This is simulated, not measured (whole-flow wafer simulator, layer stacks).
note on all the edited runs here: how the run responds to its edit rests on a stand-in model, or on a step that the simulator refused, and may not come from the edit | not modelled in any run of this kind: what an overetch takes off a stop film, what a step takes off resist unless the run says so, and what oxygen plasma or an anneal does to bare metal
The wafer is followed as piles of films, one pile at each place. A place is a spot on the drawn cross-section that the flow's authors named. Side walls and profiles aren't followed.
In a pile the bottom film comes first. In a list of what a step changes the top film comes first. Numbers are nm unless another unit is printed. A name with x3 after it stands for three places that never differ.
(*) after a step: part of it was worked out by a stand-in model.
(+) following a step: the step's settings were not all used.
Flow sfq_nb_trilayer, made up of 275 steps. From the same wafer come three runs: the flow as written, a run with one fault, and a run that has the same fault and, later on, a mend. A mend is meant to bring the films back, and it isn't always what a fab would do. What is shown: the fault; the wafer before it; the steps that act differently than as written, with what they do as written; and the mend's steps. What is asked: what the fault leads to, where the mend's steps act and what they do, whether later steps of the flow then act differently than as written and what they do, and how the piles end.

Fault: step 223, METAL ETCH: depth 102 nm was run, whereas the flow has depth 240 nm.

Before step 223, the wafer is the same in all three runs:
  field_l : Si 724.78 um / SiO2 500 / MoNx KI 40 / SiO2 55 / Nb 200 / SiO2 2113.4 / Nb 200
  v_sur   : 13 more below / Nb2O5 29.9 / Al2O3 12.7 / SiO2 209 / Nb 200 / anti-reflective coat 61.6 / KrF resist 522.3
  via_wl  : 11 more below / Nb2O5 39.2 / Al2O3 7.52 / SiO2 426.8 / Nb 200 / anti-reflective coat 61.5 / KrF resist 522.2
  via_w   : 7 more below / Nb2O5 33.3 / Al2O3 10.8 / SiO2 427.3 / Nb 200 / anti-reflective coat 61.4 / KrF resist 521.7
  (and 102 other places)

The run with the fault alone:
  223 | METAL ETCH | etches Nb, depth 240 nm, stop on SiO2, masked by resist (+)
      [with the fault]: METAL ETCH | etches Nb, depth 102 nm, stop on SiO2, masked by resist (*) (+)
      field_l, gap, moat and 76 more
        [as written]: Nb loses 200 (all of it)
        [with the fault]: Nb loses 102
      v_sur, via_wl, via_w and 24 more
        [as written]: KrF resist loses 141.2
        [with the fault]: KrF resist loses 60
  Later steps of the flow acting differently than as written:
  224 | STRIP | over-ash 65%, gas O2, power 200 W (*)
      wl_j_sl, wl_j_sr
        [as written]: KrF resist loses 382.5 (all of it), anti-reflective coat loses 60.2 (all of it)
        [with the fault]: KrF resist loses 463.7 (all of it), anti-reflective coat loses 60.2 (all of it)
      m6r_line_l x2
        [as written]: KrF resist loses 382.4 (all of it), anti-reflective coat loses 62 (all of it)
        [with the fault]: KrF resist loses 463.6 (all of it), anti-reflective coat loses 62 (all of it)
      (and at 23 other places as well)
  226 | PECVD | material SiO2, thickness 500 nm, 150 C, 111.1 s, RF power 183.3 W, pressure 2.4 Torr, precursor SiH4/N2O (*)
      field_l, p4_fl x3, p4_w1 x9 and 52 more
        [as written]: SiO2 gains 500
        [with the fault]: SiO2 gains 500 (new film)
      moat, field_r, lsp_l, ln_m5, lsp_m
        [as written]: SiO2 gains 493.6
        [with the fault]: SiO2 gains 500 (new film)
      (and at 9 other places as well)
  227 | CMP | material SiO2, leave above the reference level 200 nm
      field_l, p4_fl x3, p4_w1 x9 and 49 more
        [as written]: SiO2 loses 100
        [with the fault]: SiO2 loses 198
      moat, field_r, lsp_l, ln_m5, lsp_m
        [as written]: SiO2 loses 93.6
        [with the fault]: SiO2 loses 198
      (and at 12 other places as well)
  The piles end different from the flow's at field_l, gap, moat and 76 more by more than 2% or 0.5 nm, whichever is larger.
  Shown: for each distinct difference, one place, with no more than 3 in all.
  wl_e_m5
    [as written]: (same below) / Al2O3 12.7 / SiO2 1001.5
    [with the fault]: (same below) / Al2O3 12.7 / SiO2 209 / Nb 98 / SiO2 694.5
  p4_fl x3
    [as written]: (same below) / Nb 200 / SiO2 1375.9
    [with the fault]: (same below) / Nb 200 / SiO2 583.4 / Nb 98 / SiO2 694.5
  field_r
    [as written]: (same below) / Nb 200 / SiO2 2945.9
    [with the fault]: (same below) / Nb 200 / SiO2 2153.4 / Nb 98 / SiO2 694.5

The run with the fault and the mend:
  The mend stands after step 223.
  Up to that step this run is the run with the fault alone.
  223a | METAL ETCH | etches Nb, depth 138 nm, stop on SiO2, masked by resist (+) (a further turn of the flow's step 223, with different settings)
      field_l, gap, moat and 76 more
        Nb loses 98 (all of it)
      v_sur, via_wl, via_w and 24 more
        KrF resist loses 81.2
  Later steps of the flow that are run all act as written at every place that is followed.
  The piles end the same as the flow's at every place that both follow.
